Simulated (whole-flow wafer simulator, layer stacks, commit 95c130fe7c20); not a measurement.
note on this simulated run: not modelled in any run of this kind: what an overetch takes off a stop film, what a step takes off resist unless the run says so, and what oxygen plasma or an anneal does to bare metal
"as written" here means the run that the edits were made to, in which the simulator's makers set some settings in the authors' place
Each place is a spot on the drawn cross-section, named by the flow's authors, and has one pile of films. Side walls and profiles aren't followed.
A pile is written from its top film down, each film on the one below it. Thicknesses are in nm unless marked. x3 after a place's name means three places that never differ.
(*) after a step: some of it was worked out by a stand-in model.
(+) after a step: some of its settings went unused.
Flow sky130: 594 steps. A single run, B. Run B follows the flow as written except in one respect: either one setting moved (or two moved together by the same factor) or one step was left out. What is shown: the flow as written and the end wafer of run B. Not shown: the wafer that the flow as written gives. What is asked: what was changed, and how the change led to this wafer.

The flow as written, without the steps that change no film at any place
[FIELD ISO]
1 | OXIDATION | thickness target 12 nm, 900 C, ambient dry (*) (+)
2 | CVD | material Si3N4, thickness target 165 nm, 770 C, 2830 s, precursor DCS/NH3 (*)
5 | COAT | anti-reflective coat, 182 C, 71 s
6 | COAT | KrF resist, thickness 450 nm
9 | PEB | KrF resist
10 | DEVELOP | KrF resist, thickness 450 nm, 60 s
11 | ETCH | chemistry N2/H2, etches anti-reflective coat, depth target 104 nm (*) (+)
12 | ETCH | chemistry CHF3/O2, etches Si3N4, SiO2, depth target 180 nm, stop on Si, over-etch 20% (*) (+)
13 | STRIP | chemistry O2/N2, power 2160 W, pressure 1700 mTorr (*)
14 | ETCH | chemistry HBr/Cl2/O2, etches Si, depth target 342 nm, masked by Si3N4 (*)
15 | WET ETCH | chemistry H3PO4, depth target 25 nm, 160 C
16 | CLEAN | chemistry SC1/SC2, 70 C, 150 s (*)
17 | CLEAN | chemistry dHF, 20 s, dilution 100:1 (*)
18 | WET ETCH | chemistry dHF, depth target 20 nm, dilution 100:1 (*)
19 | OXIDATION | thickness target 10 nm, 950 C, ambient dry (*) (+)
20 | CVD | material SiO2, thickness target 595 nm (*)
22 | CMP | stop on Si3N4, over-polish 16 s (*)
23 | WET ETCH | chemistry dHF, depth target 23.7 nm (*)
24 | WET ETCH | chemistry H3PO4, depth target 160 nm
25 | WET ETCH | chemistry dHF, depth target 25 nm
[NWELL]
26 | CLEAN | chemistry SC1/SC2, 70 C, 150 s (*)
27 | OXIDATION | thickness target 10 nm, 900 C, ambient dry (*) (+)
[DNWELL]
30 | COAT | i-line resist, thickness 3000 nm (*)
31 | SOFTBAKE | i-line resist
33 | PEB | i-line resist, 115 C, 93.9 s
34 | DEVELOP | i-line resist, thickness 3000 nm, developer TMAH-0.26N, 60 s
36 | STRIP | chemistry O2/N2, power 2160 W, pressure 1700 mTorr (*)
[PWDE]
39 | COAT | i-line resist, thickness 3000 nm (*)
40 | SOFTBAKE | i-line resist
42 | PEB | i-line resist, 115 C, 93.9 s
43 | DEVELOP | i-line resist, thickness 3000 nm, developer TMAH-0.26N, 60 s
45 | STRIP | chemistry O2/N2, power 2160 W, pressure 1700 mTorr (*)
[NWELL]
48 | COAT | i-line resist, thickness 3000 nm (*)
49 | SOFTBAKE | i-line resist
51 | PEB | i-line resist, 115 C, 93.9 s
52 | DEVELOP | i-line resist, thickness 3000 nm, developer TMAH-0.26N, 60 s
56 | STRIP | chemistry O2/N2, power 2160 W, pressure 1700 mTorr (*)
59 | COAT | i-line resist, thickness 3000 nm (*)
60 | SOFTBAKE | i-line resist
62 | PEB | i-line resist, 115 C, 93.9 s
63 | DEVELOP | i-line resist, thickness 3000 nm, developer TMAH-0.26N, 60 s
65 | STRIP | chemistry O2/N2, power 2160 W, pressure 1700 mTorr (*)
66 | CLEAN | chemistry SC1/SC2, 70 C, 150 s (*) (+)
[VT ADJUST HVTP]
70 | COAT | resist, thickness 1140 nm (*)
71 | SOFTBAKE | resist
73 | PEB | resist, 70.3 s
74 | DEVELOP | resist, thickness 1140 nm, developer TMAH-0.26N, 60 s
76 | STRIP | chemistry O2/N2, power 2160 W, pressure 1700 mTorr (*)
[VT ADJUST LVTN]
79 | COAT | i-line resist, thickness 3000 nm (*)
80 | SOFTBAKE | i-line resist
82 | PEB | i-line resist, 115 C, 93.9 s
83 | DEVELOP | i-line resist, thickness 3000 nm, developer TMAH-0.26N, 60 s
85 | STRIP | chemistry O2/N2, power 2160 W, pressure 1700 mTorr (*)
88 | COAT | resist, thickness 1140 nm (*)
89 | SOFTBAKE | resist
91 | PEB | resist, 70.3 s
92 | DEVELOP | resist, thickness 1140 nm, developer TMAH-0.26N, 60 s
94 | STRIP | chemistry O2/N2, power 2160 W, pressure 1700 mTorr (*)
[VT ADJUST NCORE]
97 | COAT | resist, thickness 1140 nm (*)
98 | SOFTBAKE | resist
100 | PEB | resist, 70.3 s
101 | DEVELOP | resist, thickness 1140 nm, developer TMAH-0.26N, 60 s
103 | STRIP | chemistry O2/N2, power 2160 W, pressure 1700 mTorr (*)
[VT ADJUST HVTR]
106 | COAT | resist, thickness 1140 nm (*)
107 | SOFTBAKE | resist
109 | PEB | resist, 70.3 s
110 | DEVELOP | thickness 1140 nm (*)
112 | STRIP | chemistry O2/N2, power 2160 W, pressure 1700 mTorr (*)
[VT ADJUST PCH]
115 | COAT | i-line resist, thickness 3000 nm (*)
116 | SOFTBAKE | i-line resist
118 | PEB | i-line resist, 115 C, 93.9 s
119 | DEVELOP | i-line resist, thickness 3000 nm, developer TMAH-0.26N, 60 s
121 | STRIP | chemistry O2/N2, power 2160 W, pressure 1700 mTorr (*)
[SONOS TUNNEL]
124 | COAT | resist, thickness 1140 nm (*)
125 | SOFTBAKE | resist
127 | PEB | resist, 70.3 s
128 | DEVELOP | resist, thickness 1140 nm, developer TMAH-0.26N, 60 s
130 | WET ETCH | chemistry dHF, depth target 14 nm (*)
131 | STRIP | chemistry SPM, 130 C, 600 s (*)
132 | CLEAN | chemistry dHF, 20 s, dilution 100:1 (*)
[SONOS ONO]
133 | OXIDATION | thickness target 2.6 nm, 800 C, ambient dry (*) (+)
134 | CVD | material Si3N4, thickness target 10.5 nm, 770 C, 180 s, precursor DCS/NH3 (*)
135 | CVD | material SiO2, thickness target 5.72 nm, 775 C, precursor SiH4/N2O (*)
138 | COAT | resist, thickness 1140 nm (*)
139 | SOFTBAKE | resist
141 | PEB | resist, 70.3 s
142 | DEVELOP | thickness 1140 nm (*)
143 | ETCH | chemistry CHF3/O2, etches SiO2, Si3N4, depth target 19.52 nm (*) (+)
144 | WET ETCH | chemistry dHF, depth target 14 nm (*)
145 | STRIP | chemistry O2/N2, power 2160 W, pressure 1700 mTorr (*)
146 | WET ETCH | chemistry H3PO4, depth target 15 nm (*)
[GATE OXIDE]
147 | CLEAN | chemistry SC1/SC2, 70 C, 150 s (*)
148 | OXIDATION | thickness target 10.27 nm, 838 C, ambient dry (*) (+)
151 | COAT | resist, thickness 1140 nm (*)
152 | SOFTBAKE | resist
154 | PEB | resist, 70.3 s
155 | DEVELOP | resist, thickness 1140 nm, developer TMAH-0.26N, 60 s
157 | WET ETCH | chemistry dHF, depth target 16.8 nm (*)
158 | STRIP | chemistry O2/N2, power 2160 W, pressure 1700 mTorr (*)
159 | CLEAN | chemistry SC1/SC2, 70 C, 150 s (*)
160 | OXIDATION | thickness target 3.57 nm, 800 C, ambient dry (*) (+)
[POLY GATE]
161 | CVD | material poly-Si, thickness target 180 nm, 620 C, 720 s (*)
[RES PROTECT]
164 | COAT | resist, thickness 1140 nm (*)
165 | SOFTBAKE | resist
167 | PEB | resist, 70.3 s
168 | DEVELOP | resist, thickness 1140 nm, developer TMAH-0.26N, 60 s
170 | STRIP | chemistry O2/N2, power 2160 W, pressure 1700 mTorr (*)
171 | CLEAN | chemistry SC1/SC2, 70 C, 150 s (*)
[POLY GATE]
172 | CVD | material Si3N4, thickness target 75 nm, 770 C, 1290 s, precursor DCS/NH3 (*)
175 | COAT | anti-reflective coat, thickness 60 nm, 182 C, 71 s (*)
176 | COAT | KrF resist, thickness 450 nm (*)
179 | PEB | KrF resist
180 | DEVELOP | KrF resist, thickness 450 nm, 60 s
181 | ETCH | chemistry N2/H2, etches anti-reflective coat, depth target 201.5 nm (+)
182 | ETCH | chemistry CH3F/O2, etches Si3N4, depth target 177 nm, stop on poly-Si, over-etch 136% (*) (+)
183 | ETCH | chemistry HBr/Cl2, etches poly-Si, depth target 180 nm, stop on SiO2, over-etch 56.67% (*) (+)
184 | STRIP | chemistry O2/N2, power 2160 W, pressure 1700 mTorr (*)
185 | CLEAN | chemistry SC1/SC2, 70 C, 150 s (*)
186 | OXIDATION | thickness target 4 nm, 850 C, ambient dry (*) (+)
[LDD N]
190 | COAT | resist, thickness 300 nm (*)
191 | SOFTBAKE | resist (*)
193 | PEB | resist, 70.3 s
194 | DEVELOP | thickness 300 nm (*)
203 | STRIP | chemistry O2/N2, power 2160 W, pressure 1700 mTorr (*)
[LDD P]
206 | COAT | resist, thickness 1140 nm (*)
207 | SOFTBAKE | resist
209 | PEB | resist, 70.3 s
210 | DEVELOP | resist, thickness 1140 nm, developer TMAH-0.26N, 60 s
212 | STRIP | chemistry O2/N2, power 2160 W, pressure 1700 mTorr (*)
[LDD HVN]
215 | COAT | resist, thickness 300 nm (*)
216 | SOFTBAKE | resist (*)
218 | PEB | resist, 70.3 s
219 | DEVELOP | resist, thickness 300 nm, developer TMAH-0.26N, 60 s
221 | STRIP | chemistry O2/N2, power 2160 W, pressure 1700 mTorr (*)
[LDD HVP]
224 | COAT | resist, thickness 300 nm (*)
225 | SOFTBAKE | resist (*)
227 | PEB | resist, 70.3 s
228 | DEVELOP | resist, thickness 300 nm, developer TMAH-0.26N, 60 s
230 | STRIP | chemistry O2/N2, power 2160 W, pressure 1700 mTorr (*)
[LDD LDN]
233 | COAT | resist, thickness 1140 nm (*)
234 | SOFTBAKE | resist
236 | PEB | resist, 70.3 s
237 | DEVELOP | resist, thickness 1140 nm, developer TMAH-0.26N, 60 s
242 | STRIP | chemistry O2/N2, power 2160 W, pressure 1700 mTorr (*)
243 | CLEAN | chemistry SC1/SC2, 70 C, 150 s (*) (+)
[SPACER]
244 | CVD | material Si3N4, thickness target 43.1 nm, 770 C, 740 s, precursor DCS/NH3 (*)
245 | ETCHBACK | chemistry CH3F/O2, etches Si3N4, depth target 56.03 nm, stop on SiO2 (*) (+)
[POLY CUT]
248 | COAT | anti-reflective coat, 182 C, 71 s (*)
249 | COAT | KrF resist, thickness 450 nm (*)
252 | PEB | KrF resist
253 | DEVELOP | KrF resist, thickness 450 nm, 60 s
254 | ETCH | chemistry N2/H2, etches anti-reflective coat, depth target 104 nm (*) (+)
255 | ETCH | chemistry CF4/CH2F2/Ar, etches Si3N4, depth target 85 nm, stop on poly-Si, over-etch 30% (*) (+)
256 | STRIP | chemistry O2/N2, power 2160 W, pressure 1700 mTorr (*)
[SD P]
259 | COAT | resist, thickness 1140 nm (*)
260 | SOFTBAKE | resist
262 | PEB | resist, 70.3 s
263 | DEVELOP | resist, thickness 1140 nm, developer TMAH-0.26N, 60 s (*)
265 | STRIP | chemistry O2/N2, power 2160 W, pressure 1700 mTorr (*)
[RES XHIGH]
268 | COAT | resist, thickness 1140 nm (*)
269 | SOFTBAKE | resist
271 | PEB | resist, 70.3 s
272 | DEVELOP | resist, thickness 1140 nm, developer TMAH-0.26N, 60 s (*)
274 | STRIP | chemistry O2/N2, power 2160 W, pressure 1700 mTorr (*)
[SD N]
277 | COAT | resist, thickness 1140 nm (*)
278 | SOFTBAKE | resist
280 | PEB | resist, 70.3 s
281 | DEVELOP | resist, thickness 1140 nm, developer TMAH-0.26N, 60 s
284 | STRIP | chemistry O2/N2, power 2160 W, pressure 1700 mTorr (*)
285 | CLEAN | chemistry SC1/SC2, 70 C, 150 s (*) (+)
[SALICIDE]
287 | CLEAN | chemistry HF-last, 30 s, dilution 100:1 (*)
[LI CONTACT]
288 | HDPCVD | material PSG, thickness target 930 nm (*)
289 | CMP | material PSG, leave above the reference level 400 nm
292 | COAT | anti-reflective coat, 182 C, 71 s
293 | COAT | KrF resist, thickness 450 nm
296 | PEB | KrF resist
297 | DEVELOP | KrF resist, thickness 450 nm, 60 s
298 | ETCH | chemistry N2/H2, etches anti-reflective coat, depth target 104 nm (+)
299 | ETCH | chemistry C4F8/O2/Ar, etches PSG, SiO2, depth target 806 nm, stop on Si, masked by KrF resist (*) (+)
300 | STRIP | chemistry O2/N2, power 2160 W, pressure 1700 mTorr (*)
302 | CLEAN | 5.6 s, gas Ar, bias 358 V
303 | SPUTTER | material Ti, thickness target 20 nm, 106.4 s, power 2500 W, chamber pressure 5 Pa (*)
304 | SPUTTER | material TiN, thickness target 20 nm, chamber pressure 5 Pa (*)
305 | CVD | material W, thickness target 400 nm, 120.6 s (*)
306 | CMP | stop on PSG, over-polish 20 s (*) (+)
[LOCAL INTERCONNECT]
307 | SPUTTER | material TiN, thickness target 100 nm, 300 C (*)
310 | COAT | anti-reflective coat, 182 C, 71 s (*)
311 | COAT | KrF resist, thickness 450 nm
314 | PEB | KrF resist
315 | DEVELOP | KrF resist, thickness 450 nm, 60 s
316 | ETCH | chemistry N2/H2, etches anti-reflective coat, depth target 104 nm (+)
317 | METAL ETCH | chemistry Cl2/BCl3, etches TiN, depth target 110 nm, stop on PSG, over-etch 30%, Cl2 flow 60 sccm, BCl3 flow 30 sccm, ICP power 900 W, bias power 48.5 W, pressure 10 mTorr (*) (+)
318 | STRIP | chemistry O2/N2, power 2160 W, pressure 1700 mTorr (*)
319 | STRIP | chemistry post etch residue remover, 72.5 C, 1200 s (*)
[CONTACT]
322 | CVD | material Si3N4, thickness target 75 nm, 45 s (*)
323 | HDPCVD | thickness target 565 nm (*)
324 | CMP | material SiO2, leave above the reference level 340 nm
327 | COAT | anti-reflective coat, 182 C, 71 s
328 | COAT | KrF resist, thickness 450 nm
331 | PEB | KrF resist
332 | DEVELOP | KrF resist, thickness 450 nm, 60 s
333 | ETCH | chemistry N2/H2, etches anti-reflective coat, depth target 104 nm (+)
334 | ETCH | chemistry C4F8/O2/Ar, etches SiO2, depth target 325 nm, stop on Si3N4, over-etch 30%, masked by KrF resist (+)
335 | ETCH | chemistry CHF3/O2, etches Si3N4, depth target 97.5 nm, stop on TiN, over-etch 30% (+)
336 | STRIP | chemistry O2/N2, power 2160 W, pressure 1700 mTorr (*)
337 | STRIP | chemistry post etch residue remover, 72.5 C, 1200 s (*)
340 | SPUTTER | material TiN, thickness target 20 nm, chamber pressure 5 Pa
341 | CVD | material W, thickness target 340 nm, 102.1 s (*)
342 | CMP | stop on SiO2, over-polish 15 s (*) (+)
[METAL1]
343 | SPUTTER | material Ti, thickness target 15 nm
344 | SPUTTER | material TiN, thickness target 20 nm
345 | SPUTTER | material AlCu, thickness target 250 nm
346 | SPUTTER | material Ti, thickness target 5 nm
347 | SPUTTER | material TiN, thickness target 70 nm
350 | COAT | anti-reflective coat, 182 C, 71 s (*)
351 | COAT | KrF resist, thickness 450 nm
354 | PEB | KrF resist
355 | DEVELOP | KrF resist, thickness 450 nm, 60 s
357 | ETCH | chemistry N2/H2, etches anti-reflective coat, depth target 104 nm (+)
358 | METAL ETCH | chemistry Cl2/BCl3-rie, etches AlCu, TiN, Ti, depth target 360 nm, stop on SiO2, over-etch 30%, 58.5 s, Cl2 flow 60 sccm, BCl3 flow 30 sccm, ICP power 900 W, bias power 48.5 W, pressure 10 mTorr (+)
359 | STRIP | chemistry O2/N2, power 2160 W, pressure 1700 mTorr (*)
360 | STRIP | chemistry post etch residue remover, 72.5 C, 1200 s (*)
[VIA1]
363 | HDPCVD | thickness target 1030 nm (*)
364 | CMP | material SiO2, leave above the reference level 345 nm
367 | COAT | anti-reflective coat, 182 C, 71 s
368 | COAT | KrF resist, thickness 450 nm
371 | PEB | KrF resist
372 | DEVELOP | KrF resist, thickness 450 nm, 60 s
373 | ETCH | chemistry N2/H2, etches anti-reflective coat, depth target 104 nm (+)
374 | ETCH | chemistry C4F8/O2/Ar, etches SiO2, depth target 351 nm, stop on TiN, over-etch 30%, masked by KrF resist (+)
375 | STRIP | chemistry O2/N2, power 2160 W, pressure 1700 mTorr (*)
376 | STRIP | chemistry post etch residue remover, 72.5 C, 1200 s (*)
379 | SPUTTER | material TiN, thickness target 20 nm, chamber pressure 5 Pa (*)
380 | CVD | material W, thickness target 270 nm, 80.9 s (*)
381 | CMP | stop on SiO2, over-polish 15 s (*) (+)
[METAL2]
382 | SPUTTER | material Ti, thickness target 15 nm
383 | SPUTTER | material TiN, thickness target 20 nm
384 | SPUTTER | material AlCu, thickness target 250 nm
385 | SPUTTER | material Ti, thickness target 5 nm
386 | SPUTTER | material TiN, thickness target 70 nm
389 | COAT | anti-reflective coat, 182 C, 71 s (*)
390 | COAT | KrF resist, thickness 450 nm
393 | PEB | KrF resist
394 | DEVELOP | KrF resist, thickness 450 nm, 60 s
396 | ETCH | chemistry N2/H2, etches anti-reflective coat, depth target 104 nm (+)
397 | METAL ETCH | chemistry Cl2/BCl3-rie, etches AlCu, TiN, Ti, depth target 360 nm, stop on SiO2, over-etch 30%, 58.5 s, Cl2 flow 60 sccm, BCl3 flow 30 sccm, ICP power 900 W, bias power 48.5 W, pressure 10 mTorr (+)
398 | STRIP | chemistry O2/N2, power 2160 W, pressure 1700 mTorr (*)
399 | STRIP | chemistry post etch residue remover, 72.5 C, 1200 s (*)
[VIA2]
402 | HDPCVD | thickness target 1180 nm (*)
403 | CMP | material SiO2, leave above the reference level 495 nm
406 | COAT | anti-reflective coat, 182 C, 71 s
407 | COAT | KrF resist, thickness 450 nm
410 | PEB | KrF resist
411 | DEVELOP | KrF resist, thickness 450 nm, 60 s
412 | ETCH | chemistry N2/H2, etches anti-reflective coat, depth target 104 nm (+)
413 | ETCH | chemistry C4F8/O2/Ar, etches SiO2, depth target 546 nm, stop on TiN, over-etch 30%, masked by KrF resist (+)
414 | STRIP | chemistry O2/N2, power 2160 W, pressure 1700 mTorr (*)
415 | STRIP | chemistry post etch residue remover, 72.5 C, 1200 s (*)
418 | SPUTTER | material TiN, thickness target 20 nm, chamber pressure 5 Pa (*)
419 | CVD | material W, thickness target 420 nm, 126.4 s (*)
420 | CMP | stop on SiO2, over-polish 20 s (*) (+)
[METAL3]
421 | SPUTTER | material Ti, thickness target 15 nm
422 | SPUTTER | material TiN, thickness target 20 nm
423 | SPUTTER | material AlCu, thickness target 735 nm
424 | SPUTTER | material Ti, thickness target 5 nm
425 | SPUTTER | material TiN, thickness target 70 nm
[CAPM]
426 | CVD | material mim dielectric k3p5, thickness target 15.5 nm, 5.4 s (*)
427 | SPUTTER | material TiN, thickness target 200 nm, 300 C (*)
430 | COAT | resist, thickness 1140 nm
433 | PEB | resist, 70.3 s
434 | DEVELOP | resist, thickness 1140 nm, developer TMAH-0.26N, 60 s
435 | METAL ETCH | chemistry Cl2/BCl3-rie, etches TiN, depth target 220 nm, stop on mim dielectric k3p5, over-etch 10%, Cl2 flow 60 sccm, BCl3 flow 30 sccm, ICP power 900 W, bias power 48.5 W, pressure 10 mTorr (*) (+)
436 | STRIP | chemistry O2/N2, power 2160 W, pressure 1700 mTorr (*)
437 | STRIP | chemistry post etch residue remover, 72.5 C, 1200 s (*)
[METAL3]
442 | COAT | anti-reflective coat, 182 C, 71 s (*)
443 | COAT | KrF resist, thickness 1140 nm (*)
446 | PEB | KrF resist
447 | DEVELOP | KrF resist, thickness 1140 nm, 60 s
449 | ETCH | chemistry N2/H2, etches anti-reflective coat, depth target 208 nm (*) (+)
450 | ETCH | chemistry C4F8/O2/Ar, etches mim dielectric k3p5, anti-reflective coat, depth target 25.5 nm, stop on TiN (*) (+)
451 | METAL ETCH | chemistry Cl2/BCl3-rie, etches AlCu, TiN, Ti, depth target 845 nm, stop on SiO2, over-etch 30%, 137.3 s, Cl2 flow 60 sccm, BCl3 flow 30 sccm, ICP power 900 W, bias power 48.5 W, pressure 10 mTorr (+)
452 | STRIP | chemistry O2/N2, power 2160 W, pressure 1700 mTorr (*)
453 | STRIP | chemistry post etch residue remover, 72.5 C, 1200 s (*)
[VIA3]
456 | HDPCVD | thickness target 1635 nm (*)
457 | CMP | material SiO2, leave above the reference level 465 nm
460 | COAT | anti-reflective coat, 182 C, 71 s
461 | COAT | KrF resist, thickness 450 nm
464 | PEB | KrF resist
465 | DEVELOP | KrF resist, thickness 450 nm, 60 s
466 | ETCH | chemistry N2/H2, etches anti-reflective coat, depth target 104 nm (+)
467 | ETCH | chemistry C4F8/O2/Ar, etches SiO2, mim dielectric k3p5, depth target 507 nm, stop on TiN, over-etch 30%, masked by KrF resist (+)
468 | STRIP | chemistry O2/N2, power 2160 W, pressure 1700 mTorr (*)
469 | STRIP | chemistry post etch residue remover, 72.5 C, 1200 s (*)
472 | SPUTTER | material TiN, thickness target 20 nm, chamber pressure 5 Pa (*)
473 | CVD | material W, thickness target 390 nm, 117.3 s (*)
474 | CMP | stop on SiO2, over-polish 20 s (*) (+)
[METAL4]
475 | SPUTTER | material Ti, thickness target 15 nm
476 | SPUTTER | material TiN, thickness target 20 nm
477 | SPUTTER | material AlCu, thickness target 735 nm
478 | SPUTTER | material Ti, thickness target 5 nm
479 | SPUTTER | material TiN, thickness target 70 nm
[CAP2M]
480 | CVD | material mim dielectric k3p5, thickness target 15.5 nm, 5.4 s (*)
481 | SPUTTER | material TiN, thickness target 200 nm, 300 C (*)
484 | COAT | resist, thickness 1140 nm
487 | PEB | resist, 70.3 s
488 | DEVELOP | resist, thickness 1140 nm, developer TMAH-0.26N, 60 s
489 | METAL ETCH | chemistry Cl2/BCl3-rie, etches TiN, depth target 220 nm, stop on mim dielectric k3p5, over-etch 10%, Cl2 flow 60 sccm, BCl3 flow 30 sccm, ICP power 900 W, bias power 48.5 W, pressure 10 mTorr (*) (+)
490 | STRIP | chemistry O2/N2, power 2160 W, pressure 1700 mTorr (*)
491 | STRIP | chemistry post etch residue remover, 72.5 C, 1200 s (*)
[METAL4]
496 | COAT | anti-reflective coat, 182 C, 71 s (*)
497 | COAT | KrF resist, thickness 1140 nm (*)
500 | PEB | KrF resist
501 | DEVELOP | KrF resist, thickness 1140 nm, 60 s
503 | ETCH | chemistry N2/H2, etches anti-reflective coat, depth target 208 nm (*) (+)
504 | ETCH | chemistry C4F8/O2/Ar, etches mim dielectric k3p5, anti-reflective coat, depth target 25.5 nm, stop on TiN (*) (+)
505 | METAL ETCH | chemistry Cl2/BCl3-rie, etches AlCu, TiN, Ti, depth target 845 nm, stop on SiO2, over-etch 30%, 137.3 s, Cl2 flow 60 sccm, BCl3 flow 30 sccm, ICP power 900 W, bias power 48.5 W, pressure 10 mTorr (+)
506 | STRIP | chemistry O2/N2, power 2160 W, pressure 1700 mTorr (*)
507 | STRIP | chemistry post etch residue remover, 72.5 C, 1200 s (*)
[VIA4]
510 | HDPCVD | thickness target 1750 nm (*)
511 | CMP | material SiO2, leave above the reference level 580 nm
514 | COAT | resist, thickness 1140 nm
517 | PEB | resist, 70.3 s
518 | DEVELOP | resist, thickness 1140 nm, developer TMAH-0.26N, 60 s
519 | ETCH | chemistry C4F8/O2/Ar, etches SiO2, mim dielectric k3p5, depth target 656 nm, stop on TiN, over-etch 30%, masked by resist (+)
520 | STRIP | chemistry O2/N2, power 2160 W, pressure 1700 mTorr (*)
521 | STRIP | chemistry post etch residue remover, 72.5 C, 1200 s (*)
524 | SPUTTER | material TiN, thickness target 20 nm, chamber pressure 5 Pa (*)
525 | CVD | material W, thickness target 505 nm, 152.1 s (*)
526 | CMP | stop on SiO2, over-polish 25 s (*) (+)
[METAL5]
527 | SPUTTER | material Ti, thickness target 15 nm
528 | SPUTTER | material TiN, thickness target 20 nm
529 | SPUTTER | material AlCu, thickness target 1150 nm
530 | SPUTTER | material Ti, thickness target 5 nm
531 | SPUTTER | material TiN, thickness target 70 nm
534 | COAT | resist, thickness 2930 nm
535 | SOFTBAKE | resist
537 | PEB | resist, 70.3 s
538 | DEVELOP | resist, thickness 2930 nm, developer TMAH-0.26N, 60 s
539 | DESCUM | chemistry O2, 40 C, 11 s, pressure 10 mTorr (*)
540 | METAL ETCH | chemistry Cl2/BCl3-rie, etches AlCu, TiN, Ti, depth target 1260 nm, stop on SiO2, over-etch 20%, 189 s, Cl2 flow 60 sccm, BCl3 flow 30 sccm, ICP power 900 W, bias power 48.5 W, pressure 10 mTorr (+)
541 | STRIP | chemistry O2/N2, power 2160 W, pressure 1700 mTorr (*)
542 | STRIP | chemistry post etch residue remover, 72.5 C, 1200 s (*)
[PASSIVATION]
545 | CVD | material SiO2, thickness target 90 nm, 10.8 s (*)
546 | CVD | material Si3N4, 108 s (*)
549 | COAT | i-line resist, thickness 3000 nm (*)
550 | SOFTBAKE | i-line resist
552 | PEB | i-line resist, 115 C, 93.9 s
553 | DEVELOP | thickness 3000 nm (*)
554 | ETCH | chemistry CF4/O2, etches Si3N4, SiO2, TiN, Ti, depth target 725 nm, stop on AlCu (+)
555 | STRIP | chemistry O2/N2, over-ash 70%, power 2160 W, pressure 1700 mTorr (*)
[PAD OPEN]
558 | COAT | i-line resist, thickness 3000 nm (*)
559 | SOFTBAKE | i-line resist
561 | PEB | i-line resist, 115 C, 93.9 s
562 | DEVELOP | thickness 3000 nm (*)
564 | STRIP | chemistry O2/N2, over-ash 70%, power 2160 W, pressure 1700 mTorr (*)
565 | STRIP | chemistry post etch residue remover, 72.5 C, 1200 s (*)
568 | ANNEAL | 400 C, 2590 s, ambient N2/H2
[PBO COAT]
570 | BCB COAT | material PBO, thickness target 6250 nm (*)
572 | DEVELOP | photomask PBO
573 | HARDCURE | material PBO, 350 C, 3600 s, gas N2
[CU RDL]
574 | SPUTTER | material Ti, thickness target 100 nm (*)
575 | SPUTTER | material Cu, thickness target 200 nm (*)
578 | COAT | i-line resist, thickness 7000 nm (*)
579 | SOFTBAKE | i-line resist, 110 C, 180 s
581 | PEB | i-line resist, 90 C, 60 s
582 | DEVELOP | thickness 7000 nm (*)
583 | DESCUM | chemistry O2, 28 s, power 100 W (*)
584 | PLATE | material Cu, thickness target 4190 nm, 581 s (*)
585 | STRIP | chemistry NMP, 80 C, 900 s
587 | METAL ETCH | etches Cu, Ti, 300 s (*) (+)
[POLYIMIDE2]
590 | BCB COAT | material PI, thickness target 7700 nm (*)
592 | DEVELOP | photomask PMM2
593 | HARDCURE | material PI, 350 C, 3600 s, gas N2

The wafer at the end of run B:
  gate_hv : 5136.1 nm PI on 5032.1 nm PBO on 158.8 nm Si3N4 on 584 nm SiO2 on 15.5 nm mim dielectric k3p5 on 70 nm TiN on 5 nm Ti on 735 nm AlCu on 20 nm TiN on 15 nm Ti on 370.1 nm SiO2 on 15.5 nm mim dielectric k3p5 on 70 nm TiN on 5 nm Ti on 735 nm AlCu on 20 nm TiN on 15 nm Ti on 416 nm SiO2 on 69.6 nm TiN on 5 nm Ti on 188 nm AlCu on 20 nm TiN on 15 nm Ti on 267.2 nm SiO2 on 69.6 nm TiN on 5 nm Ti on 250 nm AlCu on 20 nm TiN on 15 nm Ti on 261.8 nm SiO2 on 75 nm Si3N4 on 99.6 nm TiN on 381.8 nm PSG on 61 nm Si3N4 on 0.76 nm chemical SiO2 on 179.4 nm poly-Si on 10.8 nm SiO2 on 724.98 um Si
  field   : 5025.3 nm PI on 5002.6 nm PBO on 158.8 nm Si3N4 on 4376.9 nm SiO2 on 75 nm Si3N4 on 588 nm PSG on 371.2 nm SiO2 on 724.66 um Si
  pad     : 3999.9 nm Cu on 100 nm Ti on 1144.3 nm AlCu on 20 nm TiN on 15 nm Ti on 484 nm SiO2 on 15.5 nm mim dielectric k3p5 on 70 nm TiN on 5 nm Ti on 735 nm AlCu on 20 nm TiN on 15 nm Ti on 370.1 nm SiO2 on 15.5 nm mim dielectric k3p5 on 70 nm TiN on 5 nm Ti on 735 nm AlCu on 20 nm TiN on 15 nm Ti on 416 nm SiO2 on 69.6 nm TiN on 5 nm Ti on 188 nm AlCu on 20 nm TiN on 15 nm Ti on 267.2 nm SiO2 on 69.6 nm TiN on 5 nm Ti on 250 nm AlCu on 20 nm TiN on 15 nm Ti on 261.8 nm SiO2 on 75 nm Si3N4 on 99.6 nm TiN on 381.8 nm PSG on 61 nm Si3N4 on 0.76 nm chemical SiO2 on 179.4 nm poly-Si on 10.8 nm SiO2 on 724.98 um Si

What caused this: step 384, SPUTTER: thickness target 188 nm was run, whereas the flow has thickness target 250 nm.
The wafer lets one read it off: gate_hv has AlCu 188, and step 384 as written asks for 250 nm.

The path from the change to this, step by step:
  384 | SPUTTER | material AlCu, thickness target 250 nm
      field, active, n_well and 188 more: +188 AlCu (new film) (as written it would have been: +250 AlCu (new film))
  397 | METAL ETCH | chemistry Cl2/BCl3-rie, etches AlCu, TiN, Ti, depth target 360 nm, stop on SiO2, over-etch 30%, 58.5 s, Cl2 flow 60 sccm, BCl3 flow 30 sccm, ICP power 900 W, bias power 48.5 W, pressure 10 mTorr (+)
      field, active, gate and 82 more: -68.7 TiN (all of it), -5 Ti (all of it), -188 AlCu (all of it), -20 TiN (all of it), -15 Ti (all of it), -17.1 SiO2 (as written it would have been: -68.7 TiN (all of it), -5 Ti (all of it), -250 AlCu (all of it), -20 TiN (all of it), -15 Ti (all of it), -10.9 SiO2)
  403 | CMP | material SiO2, leave above the reference level 495 nm
      field, active, gate and 82 more: -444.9 SiO2 (as written it would have been: -389.1 SiO2)
